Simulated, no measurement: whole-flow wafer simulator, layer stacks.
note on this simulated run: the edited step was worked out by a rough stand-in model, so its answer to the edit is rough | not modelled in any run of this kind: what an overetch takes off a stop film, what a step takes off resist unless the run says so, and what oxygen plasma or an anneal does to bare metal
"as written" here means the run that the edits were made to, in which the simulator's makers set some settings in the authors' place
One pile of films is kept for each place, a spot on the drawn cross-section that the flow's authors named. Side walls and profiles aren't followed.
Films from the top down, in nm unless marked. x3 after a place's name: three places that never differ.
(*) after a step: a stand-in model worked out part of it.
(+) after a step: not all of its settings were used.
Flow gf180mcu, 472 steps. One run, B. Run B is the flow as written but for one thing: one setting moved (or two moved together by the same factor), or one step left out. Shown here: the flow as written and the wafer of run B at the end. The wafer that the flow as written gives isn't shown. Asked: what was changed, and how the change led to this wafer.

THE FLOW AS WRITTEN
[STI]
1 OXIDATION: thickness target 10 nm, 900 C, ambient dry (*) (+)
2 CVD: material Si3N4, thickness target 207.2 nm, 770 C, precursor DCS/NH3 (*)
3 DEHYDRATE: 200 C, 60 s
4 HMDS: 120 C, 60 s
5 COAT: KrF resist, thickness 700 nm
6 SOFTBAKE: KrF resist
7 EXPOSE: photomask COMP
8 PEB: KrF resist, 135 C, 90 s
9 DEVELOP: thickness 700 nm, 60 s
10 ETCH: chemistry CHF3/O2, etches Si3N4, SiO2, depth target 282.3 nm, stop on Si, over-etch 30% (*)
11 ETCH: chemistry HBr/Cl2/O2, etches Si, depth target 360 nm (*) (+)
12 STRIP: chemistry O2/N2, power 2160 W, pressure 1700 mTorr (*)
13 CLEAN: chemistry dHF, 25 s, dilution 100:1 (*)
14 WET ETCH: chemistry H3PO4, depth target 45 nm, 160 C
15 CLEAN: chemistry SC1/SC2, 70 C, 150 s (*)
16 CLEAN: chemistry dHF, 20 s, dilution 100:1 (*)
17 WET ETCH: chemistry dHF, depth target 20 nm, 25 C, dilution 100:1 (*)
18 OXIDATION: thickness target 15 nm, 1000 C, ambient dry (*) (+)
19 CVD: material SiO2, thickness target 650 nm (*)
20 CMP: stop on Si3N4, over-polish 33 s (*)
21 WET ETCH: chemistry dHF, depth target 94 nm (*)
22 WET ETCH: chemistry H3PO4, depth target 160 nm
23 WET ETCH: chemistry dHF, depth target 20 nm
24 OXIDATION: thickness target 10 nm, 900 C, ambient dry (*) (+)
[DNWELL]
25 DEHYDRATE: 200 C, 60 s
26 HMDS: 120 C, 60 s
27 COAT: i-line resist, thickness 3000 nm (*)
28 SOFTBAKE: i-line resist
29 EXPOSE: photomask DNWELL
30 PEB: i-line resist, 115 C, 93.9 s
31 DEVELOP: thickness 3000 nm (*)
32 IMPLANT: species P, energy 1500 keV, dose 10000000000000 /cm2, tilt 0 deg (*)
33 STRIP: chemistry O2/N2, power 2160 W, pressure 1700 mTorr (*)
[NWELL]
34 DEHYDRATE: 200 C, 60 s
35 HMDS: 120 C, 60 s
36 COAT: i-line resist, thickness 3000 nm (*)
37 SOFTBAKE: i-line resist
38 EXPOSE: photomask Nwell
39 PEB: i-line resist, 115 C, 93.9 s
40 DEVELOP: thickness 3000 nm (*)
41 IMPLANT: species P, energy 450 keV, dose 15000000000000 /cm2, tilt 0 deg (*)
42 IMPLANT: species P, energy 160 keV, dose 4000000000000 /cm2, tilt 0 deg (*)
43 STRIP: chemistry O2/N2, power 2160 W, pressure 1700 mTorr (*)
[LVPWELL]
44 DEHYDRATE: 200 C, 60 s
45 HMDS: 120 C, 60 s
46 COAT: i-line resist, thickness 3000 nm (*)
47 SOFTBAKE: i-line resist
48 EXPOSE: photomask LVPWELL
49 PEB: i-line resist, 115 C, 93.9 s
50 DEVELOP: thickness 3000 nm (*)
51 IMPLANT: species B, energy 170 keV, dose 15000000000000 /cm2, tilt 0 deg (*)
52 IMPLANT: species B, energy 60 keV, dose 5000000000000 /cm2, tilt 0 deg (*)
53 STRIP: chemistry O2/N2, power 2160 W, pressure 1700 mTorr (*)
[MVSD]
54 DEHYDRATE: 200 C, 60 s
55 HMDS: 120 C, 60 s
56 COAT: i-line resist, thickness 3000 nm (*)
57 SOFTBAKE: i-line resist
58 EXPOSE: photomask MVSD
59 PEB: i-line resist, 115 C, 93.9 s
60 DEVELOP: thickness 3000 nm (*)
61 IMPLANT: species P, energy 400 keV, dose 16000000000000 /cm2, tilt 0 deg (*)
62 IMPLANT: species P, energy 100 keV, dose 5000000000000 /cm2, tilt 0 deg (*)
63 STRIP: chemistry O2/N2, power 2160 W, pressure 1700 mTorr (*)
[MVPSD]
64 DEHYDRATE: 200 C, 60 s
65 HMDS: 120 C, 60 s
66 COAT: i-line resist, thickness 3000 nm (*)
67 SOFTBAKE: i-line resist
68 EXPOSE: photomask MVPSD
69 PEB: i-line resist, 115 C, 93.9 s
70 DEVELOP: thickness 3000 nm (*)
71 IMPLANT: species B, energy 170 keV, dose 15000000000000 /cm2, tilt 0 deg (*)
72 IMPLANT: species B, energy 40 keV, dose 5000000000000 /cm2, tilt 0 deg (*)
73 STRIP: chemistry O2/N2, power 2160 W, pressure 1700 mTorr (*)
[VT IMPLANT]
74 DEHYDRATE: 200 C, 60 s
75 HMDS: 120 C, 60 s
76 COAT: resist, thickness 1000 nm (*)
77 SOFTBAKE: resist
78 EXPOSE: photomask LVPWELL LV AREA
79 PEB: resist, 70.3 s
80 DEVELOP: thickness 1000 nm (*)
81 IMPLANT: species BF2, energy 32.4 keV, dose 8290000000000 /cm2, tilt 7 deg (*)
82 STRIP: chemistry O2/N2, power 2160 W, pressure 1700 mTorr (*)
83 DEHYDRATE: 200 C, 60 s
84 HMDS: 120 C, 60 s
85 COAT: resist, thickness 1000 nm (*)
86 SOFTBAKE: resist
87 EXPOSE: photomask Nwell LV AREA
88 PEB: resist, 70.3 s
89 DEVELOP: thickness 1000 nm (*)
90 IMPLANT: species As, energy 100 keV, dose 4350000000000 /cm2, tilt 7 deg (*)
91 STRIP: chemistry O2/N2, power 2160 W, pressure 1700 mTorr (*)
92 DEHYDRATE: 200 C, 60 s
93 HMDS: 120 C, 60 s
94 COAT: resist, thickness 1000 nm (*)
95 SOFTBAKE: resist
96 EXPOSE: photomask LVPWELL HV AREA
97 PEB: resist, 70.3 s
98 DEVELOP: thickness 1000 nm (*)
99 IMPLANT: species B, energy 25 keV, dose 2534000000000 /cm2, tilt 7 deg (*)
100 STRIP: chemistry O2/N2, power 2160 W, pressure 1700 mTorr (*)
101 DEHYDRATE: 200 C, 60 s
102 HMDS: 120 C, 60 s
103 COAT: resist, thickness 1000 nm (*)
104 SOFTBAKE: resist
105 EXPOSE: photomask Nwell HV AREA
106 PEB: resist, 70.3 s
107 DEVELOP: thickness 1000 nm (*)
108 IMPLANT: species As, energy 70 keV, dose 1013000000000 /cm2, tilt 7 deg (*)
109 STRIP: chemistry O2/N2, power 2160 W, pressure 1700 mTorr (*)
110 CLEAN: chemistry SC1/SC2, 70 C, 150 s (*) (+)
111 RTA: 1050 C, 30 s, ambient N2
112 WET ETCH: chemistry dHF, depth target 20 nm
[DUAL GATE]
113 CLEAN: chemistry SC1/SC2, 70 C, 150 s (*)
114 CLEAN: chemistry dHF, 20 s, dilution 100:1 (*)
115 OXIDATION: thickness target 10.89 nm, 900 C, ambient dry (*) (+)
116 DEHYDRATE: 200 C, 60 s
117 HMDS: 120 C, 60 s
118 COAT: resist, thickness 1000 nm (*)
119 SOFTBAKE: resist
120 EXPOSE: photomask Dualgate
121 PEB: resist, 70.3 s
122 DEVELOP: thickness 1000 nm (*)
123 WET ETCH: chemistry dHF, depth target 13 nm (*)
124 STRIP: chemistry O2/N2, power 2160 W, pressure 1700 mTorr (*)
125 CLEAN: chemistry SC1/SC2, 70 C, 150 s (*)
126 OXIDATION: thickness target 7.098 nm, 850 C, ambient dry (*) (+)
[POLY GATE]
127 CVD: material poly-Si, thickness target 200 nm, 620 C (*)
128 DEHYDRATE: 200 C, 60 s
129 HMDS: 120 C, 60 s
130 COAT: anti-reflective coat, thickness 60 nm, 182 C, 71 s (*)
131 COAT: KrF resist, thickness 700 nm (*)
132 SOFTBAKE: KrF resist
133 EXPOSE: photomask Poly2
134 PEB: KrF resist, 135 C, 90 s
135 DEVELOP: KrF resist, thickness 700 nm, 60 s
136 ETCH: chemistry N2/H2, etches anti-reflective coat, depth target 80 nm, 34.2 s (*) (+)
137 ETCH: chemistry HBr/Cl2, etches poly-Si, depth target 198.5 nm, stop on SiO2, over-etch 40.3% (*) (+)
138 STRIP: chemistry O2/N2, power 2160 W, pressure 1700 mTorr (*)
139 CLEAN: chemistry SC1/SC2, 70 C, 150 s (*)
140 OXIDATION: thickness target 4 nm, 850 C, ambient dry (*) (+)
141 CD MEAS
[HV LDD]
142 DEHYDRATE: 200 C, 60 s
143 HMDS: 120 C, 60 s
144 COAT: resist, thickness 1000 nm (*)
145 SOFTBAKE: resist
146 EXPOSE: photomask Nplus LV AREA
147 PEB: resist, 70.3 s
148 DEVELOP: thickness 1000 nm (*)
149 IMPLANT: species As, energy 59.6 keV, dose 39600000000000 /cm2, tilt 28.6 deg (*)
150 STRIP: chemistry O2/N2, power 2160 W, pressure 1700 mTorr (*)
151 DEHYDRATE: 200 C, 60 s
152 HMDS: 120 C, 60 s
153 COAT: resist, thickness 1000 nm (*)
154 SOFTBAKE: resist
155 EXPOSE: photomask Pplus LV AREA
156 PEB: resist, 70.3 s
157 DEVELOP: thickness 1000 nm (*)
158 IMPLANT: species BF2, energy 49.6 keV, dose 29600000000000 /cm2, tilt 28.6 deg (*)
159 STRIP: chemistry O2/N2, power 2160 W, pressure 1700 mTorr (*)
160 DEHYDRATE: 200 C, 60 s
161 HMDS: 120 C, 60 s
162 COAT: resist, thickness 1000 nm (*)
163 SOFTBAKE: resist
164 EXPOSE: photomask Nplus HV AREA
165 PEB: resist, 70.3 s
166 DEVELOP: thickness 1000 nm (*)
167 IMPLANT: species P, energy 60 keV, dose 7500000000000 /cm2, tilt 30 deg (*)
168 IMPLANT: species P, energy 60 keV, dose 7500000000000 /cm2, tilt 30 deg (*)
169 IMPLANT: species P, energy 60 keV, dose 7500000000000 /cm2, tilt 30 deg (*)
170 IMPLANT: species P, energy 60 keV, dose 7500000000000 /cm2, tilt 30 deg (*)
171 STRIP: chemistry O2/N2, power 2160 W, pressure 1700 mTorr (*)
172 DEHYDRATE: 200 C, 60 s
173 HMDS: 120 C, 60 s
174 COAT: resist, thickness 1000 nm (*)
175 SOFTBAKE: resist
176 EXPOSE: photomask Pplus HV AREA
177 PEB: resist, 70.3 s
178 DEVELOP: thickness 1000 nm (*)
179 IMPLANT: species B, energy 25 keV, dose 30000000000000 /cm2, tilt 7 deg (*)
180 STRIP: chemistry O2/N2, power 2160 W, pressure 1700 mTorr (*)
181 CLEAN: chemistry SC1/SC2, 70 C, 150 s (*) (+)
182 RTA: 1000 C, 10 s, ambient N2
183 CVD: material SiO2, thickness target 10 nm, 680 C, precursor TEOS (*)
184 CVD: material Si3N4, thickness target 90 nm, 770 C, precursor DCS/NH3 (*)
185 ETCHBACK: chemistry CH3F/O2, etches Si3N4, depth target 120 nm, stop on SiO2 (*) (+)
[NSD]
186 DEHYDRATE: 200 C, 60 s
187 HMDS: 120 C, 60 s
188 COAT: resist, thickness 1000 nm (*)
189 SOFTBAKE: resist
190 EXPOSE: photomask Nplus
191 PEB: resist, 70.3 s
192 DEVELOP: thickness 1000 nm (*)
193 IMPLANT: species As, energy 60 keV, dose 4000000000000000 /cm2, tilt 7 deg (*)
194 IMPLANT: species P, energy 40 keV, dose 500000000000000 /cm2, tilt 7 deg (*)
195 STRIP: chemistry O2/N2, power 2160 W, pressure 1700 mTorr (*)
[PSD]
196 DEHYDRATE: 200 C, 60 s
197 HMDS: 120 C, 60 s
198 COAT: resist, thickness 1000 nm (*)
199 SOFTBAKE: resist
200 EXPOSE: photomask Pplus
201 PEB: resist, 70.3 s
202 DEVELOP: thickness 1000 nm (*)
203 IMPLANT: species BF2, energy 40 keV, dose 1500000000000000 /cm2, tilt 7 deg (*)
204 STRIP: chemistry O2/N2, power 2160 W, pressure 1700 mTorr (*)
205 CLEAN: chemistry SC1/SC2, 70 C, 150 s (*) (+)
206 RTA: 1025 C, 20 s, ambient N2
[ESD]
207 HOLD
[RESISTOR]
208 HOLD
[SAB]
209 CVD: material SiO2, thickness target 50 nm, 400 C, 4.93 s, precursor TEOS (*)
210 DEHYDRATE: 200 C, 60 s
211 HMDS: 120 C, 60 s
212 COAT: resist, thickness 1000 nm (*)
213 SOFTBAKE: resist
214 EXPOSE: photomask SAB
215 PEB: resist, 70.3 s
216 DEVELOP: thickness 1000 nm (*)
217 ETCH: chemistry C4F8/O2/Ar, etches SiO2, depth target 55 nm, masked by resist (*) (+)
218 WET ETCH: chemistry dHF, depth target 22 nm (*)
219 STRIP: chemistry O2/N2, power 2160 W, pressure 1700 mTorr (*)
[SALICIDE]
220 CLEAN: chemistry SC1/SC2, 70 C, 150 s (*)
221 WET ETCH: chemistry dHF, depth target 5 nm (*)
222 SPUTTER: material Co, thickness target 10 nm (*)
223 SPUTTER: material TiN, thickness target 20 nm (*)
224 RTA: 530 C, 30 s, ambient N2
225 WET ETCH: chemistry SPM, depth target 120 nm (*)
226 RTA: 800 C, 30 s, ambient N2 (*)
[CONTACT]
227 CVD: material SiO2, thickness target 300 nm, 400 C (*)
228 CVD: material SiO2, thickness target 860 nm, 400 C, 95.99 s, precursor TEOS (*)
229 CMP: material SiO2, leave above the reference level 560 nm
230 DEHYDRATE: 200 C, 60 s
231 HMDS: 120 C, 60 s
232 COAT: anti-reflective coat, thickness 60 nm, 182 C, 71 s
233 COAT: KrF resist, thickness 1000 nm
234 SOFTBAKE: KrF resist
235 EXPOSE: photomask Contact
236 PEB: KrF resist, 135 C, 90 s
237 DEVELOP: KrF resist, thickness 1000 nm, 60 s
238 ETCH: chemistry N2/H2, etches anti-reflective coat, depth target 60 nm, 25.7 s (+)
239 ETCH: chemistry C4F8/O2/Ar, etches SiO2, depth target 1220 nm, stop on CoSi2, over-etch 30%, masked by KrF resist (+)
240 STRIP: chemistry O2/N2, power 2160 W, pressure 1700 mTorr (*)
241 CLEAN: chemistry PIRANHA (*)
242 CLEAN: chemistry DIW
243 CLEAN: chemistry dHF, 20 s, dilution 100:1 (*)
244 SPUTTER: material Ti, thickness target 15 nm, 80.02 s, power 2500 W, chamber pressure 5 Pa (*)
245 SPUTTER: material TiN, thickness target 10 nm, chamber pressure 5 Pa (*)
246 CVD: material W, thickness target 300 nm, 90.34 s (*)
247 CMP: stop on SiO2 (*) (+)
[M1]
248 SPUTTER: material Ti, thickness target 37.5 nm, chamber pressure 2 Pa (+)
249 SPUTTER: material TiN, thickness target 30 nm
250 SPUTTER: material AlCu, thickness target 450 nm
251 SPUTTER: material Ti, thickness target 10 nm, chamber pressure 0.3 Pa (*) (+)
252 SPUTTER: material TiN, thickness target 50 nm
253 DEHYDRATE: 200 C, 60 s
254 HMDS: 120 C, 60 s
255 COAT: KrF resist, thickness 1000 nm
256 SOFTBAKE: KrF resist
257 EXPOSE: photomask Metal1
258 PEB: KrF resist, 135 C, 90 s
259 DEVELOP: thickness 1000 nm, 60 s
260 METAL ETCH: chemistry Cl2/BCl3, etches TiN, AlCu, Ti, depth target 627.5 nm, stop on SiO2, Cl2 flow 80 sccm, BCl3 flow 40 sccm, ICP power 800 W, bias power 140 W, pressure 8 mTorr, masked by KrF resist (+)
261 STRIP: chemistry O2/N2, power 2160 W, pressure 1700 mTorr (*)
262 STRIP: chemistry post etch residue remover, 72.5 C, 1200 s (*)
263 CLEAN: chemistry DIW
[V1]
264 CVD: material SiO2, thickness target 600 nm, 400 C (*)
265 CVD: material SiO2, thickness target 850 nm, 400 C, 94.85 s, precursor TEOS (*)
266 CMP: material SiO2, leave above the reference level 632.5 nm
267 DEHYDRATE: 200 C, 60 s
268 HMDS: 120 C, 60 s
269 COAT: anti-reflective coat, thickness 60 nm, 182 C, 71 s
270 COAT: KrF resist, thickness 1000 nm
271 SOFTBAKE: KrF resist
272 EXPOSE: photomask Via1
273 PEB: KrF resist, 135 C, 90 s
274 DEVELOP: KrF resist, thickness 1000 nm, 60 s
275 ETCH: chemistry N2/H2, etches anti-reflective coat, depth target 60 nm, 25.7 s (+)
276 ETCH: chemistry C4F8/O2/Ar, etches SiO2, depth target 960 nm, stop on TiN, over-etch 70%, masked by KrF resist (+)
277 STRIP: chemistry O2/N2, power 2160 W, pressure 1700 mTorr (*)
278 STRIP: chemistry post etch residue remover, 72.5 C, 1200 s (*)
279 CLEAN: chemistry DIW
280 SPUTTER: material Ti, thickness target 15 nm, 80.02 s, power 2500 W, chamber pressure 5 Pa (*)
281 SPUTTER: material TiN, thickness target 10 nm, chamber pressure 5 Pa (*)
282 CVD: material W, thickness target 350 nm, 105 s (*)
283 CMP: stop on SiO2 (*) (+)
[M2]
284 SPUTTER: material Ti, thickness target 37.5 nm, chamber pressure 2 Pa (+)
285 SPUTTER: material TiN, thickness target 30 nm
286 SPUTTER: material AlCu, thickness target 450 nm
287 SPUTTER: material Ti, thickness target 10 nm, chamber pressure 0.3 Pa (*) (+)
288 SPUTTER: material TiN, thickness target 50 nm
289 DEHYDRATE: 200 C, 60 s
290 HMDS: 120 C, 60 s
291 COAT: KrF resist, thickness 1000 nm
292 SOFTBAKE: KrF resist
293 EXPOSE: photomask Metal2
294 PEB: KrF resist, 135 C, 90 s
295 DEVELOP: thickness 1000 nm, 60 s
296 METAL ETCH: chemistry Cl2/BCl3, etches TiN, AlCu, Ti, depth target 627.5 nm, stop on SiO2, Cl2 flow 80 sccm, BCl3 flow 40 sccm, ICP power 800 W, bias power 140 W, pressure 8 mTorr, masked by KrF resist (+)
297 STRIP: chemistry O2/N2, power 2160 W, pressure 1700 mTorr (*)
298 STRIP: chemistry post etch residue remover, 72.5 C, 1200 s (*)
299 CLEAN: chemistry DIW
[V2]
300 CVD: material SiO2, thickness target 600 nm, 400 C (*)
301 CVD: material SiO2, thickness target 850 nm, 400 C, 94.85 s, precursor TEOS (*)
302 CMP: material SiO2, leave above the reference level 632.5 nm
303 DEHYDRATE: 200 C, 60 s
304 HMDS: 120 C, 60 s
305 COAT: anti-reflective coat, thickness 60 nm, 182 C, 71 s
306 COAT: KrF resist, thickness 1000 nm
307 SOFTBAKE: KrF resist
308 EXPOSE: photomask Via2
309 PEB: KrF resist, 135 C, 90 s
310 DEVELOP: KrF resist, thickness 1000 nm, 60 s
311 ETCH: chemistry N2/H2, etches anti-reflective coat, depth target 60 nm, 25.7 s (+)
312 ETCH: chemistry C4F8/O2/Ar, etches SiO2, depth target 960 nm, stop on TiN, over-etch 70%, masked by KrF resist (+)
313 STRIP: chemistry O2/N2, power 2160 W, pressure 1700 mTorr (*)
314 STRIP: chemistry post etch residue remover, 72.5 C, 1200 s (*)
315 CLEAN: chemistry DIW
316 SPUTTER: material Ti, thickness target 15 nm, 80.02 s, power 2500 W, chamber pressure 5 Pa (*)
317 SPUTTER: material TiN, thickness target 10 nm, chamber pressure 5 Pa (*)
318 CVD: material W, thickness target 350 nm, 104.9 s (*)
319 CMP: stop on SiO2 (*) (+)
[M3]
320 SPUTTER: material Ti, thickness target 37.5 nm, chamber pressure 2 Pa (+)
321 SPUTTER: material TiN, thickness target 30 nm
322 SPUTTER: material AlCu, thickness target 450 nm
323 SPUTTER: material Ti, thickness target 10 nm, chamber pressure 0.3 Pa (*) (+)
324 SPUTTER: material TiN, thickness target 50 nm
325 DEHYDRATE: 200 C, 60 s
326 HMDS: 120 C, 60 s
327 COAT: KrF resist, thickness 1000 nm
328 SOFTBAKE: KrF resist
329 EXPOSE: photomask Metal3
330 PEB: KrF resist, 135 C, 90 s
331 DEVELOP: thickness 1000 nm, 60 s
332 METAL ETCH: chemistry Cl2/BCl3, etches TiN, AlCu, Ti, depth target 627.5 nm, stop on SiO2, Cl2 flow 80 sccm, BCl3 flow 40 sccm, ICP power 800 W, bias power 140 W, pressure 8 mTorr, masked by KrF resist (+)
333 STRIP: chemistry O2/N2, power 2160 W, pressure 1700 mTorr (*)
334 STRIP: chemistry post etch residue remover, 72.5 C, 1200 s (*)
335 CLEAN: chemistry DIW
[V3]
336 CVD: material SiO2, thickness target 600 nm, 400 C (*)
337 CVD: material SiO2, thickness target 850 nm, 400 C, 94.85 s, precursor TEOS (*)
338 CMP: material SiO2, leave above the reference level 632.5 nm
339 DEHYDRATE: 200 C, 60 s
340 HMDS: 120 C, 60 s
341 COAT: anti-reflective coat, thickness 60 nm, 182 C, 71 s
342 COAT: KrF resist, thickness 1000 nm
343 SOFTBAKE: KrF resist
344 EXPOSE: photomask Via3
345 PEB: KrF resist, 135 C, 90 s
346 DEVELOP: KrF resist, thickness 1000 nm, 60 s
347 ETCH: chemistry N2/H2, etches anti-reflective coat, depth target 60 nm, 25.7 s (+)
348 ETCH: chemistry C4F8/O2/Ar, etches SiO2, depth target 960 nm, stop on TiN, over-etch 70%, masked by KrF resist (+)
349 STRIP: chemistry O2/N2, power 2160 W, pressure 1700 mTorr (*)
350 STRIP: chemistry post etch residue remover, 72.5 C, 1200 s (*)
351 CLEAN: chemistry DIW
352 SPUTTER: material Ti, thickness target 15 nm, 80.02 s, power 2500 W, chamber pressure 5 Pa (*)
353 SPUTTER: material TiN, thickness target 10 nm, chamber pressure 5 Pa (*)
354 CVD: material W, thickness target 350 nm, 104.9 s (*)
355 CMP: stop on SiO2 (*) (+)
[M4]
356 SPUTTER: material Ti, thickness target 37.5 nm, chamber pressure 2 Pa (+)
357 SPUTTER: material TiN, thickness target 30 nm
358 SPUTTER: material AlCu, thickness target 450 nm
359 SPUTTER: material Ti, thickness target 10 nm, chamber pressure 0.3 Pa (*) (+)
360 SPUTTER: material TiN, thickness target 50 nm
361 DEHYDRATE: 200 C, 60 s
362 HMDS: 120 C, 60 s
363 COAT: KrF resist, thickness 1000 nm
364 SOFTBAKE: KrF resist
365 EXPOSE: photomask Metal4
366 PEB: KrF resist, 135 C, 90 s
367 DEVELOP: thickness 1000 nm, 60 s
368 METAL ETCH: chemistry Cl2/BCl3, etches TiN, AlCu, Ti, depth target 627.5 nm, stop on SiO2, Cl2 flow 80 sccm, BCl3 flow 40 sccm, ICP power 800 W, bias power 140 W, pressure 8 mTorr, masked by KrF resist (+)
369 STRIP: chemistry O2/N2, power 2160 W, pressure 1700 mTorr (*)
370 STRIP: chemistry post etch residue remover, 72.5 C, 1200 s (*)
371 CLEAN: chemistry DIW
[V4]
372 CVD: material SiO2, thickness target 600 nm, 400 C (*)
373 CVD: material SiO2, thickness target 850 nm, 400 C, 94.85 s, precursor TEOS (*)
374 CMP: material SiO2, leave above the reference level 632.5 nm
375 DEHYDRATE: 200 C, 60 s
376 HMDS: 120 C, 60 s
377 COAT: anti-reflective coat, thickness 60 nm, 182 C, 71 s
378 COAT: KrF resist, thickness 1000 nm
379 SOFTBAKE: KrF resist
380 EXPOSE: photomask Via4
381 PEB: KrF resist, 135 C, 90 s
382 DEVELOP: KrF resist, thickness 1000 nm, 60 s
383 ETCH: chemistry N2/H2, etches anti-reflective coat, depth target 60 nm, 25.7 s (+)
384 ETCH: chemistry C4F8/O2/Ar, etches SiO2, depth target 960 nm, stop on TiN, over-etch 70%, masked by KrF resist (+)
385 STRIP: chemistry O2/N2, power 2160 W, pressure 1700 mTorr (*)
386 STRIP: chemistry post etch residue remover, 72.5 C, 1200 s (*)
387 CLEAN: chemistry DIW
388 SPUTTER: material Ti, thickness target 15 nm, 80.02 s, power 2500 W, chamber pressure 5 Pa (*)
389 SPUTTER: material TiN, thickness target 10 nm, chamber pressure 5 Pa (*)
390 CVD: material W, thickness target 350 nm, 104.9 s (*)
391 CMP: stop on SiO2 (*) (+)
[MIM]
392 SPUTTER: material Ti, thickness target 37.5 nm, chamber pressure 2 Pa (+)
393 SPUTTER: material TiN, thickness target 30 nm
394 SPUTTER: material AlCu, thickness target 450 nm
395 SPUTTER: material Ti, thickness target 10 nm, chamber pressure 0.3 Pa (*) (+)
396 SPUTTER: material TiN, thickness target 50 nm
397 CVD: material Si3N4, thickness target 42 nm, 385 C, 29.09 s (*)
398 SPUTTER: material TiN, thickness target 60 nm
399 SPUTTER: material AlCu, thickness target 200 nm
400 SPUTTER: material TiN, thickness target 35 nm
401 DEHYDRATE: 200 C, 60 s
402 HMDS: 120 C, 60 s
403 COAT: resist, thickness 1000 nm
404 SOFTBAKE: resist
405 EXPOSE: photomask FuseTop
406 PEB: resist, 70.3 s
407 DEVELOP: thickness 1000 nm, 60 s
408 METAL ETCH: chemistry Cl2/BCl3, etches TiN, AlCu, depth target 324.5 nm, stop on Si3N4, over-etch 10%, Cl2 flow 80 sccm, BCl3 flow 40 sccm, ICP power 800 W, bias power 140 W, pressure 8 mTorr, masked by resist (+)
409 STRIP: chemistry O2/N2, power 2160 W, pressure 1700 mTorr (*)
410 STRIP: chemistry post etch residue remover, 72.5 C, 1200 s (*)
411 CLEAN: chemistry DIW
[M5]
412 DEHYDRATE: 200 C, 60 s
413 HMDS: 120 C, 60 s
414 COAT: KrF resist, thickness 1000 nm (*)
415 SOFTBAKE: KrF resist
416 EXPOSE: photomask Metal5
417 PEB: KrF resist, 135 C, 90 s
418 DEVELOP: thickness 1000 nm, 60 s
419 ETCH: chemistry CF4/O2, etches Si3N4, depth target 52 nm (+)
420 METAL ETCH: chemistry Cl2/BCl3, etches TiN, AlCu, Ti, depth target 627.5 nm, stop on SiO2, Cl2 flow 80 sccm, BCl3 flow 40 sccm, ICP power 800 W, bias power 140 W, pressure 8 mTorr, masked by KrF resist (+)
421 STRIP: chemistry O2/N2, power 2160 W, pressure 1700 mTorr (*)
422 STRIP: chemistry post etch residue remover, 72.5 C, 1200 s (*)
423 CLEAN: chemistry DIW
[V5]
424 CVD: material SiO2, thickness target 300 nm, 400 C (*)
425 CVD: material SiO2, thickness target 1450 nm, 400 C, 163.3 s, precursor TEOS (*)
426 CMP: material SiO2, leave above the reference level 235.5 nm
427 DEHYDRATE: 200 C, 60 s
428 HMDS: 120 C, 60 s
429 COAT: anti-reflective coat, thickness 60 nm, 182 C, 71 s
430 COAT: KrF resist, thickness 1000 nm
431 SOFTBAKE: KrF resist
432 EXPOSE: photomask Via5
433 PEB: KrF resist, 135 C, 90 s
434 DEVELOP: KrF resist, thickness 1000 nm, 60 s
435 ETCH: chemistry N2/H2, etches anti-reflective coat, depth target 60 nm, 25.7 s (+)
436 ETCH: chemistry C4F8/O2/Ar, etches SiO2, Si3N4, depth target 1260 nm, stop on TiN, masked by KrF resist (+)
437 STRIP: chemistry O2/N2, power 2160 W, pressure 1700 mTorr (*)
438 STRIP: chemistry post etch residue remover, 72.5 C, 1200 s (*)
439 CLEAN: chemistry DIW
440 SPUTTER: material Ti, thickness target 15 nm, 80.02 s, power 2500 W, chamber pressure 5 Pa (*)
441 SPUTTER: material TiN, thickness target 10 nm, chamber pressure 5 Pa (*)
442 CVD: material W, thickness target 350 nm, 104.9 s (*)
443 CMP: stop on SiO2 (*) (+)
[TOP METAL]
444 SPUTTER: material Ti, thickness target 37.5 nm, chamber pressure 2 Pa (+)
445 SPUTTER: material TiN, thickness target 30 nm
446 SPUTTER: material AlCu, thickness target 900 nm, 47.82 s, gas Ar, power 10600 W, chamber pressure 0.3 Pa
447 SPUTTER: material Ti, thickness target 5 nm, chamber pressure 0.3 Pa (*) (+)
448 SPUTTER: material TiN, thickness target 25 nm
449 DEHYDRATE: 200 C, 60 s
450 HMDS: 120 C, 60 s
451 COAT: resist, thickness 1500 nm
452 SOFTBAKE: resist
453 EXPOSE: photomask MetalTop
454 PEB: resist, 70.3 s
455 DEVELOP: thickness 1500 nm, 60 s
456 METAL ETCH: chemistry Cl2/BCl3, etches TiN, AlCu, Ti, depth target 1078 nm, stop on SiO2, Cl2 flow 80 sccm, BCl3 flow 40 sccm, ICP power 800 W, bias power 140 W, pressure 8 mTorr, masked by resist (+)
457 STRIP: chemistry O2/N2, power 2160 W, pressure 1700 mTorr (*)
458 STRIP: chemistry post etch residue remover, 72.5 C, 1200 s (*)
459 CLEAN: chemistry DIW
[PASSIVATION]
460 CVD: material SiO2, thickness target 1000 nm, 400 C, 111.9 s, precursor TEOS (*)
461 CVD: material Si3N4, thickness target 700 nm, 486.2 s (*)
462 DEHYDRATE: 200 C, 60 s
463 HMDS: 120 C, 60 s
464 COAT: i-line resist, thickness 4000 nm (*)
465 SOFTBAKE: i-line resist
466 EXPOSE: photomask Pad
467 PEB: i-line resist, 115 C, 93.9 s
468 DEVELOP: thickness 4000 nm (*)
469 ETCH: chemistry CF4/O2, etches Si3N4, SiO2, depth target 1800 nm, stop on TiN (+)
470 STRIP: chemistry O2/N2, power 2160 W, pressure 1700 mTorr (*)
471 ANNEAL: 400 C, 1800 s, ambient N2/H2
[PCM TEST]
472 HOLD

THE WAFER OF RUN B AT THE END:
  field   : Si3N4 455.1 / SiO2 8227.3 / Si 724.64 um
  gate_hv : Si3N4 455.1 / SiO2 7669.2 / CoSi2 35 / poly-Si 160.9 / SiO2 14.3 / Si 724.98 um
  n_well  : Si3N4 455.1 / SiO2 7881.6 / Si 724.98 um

The cause: step 461, CVD: thickness target 455 nm was run, where the flow has thickness target 700 nm; step 461, CVD: 316 s was run, where the flow has 486.2 s.

How the change led to this, step by step:
  461 CVD: material Si3N4, thickness target 700 nm, 486.2 s (*)
      field, field__w1, field__w2 and 109 more: Si3N4 +455.1 (new film) (as written it would be: Si3N4 +700 (new film))
  465 SOFTBAKE: i-line resist
      field__w11, field__w13: i-line resist +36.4 (as written it would be: i-line resist +37.6)
      mim, ppoly_u: i-line resist +36.3 (as written it would be: i-line resist +37.5)
      (and at 50 more places)
  469 ETCH: chemistry CF4/O2, etches Si3N4, SiO2, depth target 1800 nm, stop on TiN (+)
      pad: Si3N4 -455.1 (all of it), SiO2 -1000 (all of it) (as written it would be: Si3N4 -700 (all of it), SiO2 -1000 (all of it))
